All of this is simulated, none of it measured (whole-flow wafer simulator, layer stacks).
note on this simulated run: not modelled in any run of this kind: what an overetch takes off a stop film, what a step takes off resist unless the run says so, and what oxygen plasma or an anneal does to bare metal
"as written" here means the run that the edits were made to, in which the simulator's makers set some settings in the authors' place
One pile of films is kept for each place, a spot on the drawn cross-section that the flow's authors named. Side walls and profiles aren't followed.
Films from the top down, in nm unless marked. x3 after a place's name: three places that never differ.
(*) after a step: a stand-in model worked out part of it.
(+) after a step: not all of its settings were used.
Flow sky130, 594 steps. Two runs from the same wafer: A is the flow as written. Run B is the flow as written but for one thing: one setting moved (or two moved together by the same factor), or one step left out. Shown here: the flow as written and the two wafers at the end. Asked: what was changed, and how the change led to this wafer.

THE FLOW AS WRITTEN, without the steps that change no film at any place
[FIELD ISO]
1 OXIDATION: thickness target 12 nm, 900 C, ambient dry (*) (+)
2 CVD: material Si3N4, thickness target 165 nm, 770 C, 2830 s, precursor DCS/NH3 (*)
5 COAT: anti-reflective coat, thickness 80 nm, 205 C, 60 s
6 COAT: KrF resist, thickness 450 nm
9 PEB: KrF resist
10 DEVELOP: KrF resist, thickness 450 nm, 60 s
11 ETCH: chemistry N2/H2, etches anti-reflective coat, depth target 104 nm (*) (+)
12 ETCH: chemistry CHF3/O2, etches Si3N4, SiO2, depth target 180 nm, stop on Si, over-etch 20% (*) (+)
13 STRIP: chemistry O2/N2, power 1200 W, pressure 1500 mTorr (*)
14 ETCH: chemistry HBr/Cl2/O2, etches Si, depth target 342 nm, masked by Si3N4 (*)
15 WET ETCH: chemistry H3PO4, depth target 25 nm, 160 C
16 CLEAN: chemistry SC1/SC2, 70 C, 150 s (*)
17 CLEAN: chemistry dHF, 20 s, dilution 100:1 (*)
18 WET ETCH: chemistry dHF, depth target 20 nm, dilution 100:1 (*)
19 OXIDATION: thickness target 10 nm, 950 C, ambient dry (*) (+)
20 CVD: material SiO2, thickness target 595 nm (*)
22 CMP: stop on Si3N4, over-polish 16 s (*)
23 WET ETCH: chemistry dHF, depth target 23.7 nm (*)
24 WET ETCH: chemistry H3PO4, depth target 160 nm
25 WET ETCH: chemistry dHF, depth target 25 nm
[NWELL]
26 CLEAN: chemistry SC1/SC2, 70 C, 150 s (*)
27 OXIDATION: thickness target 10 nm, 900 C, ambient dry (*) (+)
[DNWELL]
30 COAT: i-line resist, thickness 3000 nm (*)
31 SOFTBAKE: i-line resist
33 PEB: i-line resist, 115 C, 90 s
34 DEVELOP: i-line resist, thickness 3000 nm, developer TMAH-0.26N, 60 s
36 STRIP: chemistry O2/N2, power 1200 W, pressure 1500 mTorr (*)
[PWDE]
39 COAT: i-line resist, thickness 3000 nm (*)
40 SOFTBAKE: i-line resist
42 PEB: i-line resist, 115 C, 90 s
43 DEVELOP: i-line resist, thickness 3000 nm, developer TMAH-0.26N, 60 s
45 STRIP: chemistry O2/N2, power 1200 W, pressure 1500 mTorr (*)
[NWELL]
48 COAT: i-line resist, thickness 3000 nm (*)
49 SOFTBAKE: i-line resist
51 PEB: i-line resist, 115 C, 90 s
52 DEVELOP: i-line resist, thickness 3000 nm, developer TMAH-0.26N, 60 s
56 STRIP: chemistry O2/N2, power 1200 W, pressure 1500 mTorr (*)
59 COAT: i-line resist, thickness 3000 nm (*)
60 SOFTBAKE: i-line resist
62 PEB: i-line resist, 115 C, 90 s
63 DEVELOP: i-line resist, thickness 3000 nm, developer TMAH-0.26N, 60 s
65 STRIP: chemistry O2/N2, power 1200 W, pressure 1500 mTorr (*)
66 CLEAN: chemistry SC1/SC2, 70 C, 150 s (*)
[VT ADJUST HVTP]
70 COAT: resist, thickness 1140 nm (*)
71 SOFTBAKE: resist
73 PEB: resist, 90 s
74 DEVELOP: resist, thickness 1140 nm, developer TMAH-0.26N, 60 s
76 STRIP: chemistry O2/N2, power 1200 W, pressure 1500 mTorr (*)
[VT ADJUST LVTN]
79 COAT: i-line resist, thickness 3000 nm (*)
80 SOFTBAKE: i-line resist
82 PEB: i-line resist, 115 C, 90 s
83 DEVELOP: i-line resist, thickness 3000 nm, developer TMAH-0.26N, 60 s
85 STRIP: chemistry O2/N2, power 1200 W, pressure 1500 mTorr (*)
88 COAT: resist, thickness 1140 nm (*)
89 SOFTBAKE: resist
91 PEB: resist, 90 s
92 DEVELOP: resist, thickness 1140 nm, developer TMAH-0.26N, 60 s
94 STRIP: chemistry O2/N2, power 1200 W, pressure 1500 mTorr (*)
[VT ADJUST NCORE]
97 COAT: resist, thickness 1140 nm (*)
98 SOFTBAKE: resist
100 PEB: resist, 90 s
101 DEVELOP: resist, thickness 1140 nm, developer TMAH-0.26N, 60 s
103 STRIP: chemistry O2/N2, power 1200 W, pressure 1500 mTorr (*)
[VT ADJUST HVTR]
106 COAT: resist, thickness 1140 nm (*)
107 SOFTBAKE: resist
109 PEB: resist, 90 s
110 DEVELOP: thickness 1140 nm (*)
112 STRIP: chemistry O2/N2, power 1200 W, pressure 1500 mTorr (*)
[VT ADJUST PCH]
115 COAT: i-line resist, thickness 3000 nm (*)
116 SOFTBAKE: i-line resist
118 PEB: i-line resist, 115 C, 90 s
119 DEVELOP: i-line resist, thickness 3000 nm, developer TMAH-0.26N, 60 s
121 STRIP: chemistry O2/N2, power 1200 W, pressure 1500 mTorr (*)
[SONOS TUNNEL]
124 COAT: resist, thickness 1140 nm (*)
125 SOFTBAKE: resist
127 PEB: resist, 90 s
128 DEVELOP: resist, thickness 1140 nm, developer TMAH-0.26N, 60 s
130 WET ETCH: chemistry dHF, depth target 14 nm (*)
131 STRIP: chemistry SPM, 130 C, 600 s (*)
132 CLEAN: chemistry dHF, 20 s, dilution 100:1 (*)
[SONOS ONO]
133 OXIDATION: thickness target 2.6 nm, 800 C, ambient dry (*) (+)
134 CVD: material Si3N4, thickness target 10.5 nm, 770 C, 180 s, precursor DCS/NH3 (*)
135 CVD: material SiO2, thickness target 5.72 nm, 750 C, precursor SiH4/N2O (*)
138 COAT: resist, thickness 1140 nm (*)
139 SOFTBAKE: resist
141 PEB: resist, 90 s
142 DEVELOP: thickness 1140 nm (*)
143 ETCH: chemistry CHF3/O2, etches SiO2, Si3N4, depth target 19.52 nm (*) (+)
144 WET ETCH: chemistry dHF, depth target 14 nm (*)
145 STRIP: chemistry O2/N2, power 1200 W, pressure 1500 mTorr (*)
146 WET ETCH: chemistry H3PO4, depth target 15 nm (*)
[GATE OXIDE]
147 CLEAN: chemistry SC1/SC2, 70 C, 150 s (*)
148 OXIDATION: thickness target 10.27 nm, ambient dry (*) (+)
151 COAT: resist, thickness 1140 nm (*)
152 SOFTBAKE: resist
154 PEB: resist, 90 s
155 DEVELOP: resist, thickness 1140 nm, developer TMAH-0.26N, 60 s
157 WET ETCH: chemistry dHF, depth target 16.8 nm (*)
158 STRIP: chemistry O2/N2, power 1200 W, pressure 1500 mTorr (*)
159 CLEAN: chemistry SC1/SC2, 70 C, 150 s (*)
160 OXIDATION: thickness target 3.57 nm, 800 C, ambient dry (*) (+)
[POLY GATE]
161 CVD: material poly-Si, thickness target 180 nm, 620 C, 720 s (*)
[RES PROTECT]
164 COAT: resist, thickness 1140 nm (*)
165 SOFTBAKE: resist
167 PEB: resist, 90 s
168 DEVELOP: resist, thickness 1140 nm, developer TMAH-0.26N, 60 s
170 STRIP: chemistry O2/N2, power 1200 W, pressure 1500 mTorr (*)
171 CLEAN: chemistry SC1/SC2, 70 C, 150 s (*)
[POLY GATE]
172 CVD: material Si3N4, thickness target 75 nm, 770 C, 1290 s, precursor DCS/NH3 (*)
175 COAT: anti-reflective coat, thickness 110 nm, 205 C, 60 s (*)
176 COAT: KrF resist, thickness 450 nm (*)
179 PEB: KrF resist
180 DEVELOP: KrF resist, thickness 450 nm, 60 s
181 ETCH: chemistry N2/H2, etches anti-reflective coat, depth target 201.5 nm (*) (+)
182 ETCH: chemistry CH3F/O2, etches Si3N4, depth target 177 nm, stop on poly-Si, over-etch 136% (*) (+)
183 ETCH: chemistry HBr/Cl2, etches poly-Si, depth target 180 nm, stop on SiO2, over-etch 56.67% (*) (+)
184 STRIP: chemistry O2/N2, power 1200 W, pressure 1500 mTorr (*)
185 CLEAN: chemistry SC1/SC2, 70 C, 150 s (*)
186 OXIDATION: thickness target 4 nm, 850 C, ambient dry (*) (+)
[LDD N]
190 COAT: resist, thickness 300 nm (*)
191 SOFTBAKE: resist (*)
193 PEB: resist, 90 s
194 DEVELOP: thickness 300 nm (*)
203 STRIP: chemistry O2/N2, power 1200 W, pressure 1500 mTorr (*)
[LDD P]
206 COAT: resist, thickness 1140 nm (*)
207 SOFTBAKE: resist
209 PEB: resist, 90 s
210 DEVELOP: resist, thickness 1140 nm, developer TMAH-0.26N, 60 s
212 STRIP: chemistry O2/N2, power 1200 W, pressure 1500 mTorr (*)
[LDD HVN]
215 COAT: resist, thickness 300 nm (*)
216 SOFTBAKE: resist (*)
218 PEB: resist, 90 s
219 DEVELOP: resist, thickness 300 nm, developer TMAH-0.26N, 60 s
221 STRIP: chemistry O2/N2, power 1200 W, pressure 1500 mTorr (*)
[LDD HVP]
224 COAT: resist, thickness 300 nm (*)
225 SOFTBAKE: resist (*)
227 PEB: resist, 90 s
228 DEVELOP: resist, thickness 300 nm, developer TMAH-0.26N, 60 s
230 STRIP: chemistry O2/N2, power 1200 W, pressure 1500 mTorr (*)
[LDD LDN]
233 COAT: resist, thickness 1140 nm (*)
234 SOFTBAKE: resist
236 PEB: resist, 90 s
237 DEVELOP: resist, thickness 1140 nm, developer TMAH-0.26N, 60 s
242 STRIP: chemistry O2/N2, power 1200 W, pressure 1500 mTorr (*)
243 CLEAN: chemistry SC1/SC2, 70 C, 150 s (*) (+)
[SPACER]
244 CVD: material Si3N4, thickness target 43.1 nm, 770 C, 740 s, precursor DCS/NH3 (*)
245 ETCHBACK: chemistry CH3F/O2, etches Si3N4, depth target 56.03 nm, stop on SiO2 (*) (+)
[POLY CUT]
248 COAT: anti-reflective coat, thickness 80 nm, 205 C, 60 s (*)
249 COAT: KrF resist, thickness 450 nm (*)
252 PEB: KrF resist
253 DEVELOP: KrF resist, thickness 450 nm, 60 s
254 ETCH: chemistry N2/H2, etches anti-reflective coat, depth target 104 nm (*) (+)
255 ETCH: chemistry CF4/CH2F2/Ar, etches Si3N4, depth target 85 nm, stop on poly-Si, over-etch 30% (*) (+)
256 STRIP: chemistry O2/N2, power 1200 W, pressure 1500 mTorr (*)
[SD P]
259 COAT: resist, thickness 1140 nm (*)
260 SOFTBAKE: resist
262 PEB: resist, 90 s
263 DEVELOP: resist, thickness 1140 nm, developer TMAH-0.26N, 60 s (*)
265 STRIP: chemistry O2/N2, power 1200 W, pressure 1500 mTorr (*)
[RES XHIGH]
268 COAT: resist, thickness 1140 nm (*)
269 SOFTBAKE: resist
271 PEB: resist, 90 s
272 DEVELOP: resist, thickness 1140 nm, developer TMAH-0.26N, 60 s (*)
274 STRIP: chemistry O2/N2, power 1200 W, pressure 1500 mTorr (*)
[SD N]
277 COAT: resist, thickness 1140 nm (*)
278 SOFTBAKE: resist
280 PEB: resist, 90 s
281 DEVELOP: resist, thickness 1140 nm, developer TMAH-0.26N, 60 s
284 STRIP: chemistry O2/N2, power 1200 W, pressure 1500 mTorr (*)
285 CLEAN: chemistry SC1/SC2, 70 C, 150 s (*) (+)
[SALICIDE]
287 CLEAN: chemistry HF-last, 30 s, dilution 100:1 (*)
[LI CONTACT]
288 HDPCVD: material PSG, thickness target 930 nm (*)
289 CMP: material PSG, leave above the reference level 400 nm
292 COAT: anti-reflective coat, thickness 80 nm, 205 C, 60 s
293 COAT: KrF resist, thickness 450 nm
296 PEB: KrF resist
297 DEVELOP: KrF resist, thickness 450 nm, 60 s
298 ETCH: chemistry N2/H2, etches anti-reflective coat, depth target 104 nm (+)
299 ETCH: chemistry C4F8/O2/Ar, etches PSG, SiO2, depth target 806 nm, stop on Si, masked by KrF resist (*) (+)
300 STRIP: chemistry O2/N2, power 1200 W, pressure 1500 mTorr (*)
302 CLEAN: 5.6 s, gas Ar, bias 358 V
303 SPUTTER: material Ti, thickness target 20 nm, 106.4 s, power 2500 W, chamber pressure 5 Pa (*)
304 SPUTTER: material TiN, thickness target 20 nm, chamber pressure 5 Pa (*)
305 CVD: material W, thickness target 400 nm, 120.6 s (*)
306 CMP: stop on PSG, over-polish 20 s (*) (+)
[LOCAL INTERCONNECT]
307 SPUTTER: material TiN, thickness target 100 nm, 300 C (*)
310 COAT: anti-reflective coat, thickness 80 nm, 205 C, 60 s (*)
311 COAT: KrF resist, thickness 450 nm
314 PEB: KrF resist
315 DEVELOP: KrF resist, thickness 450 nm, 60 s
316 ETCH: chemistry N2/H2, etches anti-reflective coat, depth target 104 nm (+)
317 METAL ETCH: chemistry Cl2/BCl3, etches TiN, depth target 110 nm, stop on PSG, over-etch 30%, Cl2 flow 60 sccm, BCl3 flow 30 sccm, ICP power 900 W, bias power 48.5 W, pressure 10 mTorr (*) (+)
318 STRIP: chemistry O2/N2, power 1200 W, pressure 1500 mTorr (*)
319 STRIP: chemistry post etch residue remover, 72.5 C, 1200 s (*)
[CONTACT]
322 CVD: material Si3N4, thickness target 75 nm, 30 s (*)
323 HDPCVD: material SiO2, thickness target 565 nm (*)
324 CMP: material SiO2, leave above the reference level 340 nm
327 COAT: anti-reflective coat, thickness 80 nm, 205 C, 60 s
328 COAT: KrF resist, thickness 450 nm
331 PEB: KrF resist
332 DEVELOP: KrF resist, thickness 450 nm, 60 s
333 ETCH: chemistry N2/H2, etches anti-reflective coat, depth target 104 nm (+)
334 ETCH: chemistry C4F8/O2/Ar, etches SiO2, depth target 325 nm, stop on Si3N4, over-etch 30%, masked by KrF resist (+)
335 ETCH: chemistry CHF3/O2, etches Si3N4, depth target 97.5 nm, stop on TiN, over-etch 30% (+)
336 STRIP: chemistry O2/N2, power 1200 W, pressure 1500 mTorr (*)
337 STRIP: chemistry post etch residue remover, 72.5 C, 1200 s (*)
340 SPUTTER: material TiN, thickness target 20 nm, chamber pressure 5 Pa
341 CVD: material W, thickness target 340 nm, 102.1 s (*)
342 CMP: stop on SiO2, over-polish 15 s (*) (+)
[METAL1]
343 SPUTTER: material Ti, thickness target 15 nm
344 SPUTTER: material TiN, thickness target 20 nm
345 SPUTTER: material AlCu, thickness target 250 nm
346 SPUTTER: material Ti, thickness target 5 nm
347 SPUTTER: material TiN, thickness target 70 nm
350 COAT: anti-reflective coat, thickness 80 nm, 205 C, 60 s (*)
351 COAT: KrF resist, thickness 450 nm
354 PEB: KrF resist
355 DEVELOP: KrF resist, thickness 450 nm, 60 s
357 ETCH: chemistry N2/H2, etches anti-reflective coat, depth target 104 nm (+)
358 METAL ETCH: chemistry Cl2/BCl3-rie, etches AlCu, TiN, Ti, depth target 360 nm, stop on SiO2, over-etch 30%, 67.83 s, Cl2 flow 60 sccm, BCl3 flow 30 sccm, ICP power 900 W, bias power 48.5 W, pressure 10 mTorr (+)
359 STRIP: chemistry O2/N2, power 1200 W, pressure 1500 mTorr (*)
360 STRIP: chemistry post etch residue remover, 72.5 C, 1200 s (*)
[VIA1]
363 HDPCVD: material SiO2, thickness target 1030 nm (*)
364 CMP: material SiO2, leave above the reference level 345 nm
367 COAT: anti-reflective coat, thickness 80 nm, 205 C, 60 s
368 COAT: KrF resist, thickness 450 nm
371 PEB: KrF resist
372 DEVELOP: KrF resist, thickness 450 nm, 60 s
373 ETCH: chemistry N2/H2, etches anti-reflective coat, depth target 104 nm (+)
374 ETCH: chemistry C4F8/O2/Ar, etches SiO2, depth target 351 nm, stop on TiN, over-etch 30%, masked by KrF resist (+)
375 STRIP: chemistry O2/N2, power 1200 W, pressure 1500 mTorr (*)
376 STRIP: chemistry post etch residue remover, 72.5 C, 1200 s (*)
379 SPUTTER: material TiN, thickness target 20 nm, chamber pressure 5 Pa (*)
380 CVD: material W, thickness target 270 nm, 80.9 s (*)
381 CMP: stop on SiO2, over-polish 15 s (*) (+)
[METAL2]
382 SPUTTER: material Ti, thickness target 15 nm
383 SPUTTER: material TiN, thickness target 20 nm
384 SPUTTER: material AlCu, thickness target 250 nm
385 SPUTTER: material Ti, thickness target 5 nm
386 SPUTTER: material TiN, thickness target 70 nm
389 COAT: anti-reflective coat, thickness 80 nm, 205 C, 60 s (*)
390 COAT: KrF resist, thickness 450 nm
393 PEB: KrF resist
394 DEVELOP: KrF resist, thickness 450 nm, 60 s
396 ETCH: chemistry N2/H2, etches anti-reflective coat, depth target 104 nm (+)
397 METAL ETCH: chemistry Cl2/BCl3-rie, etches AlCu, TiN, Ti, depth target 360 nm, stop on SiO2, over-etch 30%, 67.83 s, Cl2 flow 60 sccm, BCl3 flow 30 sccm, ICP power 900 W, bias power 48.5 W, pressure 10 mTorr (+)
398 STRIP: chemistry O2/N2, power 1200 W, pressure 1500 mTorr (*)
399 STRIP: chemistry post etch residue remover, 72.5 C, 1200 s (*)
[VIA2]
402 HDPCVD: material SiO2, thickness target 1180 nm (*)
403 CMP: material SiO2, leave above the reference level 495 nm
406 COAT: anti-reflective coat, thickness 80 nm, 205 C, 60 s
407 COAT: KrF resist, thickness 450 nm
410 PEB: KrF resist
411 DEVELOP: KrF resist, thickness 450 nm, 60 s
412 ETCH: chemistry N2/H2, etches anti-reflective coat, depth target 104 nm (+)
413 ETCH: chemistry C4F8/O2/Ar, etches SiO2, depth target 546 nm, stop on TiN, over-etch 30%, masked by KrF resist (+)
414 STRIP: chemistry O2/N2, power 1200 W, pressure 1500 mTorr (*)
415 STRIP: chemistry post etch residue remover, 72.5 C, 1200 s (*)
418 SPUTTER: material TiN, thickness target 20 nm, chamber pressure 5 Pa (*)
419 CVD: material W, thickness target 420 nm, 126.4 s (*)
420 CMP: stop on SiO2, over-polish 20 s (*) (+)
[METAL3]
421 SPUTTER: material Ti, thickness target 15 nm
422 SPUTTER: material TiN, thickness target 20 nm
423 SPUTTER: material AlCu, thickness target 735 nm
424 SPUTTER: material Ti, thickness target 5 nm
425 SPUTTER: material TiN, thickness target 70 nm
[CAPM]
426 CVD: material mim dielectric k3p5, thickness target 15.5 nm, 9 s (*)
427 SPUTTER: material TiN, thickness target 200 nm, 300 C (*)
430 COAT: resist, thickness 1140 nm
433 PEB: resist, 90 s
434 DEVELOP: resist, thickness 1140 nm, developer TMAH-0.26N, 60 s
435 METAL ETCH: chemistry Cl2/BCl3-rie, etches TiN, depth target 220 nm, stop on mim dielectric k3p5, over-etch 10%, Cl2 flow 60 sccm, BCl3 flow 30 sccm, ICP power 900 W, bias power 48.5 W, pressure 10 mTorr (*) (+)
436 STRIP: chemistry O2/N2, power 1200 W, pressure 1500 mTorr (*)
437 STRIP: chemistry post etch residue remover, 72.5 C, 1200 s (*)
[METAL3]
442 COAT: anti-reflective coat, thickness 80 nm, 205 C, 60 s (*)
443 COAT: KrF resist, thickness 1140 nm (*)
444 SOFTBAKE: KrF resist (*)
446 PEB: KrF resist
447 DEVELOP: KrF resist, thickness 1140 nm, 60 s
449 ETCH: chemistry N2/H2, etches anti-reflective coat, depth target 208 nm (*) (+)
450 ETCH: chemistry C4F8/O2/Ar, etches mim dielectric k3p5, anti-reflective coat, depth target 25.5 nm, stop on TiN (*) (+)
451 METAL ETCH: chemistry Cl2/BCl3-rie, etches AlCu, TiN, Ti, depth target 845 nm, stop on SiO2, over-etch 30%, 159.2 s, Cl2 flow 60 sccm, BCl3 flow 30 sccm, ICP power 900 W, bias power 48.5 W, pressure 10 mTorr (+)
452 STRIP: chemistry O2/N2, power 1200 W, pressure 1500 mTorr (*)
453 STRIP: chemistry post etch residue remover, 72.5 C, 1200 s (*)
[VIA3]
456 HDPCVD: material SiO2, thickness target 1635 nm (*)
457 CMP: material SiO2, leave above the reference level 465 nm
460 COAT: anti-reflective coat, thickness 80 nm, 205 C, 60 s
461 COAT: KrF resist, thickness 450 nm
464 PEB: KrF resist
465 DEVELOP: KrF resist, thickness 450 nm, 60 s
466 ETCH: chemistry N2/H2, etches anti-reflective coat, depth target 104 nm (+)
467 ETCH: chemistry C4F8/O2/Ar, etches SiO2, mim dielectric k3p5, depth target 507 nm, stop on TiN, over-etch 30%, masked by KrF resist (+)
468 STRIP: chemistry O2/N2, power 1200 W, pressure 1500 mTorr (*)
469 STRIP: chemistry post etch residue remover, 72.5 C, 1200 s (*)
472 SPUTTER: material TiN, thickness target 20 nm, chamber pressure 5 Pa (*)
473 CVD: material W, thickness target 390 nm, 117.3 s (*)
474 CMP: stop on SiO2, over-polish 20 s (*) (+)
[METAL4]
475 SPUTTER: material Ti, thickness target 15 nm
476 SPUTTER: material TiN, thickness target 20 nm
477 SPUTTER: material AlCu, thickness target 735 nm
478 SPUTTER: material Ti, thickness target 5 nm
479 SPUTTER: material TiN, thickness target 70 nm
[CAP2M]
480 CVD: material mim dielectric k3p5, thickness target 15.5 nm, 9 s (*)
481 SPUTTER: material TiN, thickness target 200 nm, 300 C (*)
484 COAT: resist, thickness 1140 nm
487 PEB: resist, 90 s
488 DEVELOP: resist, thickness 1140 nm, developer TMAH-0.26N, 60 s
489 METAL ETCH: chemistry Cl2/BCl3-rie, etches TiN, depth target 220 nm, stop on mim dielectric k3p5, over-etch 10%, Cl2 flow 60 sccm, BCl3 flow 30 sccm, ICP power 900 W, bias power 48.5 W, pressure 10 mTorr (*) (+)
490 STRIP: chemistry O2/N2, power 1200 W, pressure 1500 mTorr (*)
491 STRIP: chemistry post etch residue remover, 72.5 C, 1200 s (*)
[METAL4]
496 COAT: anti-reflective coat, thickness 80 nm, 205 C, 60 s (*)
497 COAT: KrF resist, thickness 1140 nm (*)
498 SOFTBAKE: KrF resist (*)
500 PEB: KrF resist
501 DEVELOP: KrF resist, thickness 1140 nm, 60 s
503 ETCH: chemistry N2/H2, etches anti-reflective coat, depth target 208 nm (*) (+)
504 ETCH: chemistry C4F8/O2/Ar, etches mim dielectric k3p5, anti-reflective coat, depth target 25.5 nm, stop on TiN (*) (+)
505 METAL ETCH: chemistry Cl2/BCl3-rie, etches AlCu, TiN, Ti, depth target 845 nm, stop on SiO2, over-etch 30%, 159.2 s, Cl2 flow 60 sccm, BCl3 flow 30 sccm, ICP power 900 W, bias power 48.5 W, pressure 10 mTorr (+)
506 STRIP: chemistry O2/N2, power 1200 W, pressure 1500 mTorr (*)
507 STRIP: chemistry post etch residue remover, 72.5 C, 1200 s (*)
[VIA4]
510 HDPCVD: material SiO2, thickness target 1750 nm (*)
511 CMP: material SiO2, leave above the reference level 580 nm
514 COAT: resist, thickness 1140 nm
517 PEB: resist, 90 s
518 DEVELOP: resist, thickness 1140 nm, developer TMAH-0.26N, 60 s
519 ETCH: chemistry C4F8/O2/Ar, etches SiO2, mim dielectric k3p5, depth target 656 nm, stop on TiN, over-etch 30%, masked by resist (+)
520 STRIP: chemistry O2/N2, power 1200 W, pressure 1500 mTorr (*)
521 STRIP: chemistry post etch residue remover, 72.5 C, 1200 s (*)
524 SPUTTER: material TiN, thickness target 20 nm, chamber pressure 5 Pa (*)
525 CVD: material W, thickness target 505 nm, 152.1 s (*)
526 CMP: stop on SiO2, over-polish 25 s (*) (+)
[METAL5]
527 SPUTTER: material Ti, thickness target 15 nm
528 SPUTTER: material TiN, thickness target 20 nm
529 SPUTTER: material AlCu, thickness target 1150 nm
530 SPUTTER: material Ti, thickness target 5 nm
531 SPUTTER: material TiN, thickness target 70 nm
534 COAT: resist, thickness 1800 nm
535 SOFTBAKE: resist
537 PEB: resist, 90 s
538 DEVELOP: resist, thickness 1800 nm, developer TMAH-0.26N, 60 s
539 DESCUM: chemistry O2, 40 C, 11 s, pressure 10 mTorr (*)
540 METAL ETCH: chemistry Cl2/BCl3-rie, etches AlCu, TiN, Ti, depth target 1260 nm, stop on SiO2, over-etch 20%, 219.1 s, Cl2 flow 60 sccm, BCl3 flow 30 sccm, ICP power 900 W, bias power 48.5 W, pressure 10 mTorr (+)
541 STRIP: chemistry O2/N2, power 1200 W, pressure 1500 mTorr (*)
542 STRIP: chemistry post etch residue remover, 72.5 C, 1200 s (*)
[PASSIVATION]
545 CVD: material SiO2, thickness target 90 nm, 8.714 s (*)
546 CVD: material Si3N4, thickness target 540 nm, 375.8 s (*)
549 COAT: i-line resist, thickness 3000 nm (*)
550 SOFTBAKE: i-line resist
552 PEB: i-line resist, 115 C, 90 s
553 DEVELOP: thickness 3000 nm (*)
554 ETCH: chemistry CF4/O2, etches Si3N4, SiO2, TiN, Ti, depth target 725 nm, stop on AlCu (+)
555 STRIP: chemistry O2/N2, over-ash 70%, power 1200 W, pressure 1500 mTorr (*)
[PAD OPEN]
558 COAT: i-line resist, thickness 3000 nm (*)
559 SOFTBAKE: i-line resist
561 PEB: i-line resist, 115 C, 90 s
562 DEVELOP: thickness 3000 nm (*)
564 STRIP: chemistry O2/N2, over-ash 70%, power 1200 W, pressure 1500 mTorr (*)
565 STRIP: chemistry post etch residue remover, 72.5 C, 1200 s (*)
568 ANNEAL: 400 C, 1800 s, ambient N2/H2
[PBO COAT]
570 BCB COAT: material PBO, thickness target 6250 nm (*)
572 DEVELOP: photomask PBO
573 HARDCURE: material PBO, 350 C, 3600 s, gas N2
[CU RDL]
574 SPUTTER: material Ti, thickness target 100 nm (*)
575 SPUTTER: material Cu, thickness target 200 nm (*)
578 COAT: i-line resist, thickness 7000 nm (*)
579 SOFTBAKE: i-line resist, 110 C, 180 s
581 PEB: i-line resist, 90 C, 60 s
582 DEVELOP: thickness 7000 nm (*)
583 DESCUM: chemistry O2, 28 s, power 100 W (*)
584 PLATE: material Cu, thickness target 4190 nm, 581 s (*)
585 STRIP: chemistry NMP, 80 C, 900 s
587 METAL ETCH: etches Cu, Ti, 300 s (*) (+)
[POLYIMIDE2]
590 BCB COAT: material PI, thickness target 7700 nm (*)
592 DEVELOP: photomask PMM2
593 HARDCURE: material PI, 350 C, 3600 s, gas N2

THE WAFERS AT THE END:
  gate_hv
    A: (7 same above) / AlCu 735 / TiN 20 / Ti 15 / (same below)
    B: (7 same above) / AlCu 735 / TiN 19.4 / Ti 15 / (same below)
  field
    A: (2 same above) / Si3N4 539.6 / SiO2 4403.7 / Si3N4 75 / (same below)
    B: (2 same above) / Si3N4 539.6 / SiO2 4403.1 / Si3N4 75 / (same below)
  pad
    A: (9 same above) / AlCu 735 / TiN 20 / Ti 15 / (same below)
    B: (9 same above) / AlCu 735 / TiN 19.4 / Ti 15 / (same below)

The cause: step 476, SPUTTER: thickness target 19.4 nm was run, where the flow has thickness target 20 nm.
It can be read off the wafer: gate_hv has TiN 19.4, and step 476 as written asks for 20 nm.

How the change led to this, step by step:
  476 SPUTTER: material TiN, thickness target 20 nm
      field, active, n_well and 189 more: A TiN +20 (new film) | B TiN +19.4 (new film)
  505 METAL ETCH: chemistry Cl2/BCl3-rie, etches AlCu, TiN, Ti, depth target 845 nm, stop on SiO2, over-etch 30%, 159.2 s, Cl2 flow 60 sccm, BCl3 flow 30 sccm, ICP power 900 W, bias power 48.5 W, pressure 10 mTorr (+)
      field, active, gate and 70 more: A TiN -70 (all of it), Ti -5 (all of it), AlCu -735 (all of it), TiN -20 (all of it), Ti -15 (all of it), SiO2 -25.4 | B TiN -70 (all of it), Ti -5 (all of it), AlCu -735 (all of it), TiN -19.4 (all of it), Ti -15 (all of it), SiO2 -25.4
      vpp_iso1, mim_edge_plate, m1_ln and 12 more: A TiN -70 (all of it), Ti -5 (all of it), AlCu -735 (all of it), TiN -20 (all of it), Ti -15 (all of it), SiO2 -25.3 | B TiN -70 (all of it), Ti -5 (all of it), AlCu -735 (all of it), TiN -19.4 (all of it), Ti -15 (all of it), SiO2 -25.4
